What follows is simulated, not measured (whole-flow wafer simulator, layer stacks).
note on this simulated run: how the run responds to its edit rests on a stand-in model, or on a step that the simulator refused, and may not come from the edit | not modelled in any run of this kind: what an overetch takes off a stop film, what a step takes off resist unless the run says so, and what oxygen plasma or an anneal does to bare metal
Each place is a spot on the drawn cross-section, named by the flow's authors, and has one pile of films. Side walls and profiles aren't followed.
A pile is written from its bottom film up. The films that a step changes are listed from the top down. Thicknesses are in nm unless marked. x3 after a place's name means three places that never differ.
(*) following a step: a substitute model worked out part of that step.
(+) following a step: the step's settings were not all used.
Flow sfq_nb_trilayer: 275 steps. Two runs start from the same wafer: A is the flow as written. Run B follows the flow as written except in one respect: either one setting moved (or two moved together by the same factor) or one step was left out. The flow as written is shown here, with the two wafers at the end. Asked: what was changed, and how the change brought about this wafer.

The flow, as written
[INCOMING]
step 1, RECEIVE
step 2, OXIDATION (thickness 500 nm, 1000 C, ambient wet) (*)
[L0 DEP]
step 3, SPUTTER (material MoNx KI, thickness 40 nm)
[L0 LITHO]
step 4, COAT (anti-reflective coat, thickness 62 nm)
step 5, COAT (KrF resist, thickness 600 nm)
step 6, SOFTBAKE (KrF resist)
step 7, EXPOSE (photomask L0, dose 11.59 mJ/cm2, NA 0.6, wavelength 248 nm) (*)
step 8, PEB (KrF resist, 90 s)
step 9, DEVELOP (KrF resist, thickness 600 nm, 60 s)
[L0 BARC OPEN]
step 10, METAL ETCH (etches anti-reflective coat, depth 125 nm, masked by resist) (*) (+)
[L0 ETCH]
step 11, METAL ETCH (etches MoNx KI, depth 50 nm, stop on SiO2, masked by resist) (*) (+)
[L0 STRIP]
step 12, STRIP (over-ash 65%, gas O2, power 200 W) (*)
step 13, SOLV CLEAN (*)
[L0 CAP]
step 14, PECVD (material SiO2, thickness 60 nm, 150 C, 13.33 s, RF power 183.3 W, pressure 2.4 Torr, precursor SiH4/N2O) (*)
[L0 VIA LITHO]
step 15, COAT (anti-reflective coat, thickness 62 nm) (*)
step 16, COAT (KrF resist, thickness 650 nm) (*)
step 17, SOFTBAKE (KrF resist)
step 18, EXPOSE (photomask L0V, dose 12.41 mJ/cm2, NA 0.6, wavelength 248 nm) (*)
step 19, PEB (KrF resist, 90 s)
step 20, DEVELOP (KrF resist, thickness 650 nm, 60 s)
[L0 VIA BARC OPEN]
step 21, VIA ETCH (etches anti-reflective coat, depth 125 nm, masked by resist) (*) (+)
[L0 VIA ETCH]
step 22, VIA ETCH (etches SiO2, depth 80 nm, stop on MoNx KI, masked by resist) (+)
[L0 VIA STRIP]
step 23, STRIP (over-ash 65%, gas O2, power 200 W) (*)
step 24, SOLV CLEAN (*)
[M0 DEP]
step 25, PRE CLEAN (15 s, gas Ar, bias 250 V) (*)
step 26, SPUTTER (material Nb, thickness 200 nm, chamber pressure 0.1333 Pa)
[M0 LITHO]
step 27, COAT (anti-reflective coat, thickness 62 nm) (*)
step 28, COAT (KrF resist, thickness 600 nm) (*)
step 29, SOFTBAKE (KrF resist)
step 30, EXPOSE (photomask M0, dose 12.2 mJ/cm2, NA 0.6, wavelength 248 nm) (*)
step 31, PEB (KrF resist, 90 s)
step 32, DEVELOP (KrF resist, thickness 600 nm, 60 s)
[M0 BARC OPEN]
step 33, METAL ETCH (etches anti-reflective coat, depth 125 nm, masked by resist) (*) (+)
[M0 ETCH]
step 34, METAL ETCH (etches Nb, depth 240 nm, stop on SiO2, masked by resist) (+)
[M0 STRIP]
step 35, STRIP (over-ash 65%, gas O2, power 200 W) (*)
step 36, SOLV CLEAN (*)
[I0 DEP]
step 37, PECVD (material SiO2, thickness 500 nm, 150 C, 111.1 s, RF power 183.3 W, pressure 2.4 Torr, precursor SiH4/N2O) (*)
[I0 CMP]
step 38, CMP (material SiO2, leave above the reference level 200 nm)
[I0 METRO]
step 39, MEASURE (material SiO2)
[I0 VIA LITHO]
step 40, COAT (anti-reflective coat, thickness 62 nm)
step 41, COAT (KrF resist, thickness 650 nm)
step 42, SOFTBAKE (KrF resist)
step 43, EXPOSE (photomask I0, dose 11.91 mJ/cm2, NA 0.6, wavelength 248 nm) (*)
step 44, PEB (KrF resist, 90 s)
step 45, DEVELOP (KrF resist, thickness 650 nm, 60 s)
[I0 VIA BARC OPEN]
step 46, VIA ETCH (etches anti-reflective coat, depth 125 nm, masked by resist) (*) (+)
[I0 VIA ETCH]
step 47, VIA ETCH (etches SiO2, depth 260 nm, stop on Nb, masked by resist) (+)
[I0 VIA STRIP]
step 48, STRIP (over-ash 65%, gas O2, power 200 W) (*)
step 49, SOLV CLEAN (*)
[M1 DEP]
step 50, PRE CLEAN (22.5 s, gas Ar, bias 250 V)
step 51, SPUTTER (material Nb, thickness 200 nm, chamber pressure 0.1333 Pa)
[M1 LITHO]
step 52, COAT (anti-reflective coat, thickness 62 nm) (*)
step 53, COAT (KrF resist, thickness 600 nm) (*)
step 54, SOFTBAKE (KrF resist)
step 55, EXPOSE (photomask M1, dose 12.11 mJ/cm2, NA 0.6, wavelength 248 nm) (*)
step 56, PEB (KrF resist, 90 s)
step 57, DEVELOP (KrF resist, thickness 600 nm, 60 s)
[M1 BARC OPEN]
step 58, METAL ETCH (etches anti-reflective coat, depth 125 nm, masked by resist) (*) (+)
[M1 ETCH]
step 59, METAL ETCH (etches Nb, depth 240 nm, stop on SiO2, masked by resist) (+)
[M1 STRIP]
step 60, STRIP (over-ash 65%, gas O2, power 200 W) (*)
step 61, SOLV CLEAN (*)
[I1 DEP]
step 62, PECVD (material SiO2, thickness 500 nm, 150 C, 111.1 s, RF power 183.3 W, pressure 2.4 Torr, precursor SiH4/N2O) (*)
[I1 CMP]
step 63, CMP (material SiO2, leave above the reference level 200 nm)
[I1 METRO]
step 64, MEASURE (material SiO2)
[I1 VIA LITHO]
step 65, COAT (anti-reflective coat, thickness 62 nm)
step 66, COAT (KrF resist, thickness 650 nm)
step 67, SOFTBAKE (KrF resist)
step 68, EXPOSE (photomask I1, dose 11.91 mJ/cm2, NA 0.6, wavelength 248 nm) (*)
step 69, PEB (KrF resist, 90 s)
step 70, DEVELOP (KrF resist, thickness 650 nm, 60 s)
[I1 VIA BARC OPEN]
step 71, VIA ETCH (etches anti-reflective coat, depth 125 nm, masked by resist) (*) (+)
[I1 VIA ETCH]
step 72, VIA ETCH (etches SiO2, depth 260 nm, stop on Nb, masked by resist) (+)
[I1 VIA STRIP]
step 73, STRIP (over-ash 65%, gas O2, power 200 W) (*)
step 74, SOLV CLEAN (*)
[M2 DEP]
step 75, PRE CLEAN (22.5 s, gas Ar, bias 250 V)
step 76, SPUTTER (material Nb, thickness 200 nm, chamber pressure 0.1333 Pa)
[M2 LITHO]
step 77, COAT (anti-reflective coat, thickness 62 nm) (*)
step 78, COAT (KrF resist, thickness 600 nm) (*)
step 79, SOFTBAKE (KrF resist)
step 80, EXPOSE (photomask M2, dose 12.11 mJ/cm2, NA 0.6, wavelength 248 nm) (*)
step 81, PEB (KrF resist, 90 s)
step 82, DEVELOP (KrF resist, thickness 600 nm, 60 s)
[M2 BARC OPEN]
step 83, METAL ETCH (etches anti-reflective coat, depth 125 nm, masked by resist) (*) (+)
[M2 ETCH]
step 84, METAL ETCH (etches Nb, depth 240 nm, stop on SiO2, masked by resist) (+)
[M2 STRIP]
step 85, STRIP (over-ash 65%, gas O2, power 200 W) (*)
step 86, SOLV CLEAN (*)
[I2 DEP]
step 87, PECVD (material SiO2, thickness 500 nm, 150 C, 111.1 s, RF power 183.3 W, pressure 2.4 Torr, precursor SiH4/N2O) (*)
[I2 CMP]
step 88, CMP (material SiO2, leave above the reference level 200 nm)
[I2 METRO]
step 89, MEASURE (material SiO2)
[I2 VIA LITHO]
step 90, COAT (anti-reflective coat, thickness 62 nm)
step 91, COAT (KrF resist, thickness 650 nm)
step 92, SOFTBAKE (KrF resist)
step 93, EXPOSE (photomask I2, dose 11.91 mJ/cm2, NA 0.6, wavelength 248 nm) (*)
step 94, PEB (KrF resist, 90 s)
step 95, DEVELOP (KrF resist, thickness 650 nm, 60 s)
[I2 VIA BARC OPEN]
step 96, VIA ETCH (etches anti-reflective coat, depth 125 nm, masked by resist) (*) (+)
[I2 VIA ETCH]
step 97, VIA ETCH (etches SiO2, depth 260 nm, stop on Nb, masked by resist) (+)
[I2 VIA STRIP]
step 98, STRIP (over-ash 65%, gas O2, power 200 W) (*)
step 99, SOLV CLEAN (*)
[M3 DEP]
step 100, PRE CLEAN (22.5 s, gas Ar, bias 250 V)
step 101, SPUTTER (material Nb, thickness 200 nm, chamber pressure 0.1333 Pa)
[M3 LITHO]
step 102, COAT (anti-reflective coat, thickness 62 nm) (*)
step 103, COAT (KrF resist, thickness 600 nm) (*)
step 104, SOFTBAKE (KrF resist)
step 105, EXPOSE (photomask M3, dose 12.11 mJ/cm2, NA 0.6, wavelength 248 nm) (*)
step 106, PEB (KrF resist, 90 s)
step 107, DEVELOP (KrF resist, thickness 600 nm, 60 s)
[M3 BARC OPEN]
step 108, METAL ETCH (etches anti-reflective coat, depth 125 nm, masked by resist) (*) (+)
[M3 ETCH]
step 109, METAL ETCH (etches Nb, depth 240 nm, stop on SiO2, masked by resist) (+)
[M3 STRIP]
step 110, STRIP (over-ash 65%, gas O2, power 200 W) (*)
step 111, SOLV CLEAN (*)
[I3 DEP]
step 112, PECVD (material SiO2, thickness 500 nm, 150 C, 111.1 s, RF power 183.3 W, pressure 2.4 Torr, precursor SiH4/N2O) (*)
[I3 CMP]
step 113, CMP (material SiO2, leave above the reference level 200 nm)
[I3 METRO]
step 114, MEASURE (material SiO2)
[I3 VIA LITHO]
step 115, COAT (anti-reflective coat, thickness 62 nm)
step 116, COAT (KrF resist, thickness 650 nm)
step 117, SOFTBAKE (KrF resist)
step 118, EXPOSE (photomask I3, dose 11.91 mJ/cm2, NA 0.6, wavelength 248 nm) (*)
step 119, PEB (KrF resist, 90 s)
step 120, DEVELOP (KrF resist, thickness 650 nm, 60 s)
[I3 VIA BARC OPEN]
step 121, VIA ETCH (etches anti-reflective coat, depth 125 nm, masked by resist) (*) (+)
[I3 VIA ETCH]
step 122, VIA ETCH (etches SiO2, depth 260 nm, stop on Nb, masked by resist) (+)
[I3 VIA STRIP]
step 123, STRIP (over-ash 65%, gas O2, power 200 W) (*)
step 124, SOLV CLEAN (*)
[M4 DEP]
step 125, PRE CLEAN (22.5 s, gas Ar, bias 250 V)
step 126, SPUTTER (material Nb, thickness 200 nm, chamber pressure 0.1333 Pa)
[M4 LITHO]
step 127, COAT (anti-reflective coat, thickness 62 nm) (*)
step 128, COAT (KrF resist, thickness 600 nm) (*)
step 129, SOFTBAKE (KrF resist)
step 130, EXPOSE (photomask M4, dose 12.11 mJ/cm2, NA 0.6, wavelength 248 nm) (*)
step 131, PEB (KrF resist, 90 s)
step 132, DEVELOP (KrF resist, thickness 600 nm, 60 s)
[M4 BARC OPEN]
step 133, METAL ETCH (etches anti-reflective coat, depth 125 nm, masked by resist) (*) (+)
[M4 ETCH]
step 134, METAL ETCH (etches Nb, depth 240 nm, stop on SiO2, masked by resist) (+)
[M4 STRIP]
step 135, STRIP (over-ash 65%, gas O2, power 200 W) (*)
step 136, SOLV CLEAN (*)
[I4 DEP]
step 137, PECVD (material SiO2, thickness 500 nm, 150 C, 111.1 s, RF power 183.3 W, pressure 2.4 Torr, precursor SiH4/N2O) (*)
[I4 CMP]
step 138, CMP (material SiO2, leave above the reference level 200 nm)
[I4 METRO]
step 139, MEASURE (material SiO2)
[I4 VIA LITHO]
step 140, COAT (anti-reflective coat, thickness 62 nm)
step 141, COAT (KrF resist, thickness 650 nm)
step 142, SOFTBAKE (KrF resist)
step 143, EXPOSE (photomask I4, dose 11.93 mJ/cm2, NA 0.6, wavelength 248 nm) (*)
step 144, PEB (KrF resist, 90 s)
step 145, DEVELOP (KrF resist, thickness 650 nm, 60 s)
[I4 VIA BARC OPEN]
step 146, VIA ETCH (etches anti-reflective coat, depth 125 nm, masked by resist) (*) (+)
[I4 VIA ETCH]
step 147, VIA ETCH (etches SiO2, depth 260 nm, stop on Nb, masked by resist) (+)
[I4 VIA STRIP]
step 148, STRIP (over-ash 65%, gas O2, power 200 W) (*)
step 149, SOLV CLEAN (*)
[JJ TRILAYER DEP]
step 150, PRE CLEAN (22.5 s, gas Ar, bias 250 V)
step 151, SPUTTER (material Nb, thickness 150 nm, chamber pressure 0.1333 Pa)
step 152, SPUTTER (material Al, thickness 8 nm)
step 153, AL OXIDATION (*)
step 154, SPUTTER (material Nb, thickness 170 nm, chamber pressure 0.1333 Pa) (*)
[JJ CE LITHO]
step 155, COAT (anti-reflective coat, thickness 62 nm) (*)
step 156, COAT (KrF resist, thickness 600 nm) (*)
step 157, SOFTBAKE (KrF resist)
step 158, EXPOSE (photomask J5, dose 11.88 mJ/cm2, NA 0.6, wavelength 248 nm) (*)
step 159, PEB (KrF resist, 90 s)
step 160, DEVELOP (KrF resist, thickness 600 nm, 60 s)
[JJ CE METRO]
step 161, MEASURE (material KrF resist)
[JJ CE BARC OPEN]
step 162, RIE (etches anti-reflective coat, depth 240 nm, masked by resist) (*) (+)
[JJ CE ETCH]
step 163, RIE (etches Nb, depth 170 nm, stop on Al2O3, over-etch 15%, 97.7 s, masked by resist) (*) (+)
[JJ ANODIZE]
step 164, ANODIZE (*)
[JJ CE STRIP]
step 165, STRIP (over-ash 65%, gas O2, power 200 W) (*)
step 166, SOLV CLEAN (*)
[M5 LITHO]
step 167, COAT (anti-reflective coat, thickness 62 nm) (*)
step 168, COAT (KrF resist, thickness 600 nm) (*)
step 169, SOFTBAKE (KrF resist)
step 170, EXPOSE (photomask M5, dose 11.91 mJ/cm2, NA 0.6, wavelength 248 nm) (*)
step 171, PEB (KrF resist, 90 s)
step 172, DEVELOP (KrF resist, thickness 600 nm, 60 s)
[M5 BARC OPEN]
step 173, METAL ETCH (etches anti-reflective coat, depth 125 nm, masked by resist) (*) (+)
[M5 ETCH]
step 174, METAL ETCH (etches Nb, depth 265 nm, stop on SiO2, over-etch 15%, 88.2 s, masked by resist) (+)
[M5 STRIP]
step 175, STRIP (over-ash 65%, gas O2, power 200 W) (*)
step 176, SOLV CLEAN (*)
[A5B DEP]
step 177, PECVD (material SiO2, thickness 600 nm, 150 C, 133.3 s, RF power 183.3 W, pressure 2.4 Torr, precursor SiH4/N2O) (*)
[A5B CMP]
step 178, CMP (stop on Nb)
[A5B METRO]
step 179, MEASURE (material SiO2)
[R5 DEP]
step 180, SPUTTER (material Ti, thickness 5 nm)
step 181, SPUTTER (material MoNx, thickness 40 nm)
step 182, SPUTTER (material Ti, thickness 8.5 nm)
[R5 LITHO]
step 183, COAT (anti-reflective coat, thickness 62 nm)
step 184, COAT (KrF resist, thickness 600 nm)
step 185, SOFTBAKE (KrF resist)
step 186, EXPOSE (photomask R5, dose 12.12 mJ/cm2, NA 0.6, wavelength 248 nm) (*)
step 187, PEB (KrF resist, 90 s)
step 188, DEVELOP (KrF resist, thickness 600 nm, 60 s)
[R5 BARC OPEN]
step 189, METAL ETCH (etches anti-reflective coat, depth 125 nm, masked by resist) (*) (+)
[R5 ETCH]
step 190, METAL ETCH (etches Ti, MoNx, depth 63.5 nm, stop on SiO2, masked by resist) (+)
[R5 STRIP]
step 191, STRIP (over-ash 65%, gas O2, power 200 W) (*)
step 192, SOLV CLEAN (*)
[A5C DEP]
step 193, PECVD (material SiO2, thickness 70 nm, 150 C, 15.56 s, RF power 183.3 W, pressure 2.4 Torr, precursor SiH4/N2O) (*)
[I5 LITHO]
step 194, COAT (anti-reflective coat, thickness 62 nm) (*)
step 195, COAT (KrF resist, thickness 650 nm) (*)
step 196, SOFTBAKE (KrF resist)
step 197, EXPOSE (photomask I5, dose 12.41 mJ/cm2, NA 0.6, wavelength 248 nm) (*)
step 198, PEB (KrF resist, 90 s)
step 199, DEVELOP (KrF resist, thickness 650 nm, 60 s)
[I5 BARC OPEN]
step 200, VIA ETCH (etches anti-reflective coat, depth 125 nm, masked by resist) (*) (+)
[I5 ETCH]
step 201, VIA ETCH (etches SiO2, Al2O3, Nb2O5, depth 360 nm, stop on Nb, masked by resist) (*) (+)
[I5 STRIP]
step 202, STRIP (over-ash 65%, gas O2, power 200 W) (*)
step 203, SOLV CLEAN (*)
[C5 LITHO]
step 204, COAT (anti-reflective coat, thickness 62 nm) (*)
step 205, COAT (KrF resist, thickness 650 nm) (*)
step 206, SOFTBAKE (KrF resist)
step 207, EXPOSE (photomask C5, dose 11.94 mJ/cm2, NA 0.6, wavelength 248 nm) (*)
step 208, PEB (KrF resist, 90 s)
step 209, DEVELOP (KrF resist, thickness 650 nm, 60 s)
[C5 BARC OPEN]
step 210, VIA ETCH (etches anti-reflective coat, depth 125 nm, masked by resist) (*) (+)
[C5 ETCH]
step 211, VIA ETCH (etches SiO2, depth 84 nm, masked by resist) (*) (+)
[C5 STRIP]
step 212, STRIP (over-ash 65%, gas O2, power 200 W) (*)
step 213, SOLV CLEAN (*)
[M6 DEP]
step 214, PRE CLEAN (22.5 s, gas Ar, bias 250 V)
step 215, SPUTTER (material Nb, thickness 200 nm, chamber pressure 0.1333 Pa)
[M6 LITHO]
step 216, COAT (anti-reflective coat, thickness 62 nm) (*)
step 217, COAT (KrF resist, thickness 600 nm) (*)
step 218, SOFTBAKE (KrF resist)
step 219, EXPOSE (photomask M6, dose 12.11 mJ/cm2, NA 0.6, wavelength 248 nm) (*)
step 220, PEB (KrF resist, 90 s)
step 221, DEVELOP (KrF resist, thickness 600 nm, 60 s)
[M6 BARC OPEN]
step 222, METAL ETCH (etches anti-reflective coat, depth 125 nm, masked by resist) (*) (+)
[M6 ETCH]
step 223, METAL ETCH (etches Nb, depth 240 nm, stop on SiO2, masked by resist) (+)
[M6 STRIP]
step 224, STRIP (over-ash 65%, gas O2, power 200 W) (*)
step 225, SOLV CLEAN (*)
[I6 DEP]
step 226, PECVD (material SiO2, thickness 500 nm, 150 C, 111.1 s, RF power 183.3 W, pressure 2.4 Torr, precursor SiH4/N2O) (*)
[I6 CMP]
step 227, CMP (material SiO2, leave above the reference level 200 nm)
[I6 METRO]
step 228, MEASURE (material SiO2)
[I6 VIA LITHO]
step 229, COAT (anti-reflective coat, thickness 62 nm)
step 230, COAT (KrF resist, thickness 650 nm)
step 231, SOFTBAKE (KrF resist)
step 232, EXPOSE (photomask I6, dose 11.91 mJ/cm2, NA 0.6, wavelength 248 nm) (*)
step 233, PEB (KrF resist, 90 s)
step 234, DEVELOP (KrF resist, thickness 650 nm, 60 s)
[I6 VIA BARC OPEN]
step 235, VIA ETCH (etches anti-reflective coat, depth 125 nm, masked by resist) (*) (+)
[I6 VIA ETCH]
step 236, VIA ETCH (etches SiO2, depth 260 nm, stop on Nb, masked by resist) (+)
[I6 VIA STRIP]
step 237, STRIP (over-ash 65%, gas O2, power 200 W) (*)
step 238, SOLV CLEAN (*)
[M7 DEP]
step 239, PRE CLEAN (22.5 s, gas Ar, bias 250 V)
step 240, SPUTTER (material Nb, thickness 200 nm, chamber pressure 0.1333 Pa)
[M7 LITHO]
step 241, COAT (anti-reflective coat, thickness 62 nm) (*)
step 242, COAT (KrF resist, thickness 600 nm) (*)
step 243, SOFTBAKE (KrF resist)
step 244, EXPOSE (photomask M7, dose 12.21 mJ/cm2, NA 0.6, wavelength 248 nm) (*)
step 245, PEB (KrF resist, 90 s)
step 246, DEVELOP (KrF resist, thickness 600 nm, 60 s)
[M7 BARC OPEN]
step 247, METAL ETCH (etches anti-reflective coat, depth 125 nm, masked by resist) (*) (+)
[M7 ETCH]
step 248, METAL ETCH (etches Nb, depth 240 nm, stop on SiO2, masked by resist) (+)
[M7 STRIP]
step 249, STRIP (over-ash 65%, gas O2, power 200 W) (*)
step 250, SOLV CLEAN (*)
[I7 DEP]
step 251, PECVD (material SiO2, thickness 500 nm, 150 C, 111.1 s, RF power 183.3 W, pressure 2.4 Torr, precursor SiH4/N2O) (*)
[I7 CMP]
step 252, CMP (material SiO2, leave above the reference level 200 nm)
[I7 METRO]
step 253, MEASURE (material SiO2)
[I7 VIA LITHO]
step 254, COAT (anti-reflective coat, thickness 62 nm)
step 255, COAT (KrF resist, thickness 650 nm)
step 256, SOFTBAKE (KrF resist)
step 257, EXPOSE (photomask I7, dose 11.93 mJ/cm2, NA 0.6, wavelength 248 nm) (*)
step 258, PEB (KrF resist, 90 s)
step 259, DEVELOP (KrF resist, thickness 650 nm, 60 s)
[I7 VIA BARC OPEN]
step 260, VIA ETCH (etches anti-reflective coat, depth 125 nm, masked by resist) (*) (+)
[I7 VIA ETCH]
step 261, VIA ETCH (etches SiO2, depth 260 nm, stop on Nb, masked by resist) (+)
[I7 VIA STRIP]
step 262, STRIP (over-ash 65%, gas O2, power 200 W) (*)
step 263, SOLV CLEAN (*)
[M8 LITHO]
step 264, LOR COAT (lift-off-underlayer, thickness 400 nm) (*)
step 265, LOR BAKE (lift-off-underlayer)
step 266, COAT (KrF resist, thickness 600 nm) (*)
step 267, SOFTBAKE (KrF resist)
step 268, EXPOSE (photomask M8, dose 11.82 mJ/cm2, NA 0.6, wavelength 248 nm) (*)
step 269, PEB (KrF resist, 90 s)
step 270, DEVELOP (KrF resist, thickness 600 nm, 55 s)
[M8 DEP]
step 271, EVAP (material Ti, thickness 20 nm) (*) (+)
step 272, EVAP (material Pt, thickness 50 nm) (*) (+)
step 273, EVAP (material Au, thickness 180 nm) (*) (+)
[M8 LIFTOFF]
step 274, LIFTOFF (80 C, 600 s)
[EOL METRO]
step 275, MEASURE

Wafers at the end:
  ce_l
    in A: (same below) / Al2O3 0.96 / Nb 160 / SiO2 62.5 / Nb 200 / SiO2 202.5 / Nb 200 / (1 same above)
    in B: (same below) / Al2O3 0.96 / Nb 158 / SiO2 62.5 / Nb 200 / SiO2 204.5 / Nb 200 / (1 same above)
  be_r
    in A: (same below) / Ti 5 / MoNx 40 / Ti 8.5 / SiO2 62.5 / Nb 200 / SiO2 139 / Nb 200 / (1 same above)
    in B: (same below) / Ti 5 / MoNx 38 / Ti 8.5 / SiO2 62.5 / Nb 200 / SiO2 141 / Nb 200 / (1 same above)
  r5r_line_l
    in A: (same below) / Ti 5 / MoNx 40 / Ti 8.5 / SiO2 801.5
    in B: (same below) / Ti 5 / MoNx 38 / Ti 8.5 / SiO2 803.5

Cause: step 181, SPUTTER: thickness 38 nm was run, whereas the flow has thickness 40 nm.
The wafer lets one read it off: be_r has MoNx 38, and step 181 as written asks for 40 nm.

How this came from the change, step by step:
  step 181, SPUTTER (material MoNx, thickness 40 nm)
      field_l, v_sur, via_wl and 103 more: A +40 MoNx (new film) | B +38 MoNx (new film)
  step 190, METAL ETCH (etches Ti, MoNx, depth 63.5 nm, stop on SiO2, masked by resist) (+)
      field_l, v_sur, via_wl and 92 more: A -8.5 Ti (all of it), -40 MoNx (all of it), -5 Ti (all of it) | B -8.5 Ti (all of it), -38 MoNx (all of it), -5 Ti (all of it)
      ce_l, c5j, ce_r, wl_jj: A -8.5 Ti (all of it), -40 MoNx (all of it), -5 Ti (all of it), -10 Nb | B -8.5 Ti (all of it), -38 MoNx (all of it), -5 Ti (all of it), -12 Nb
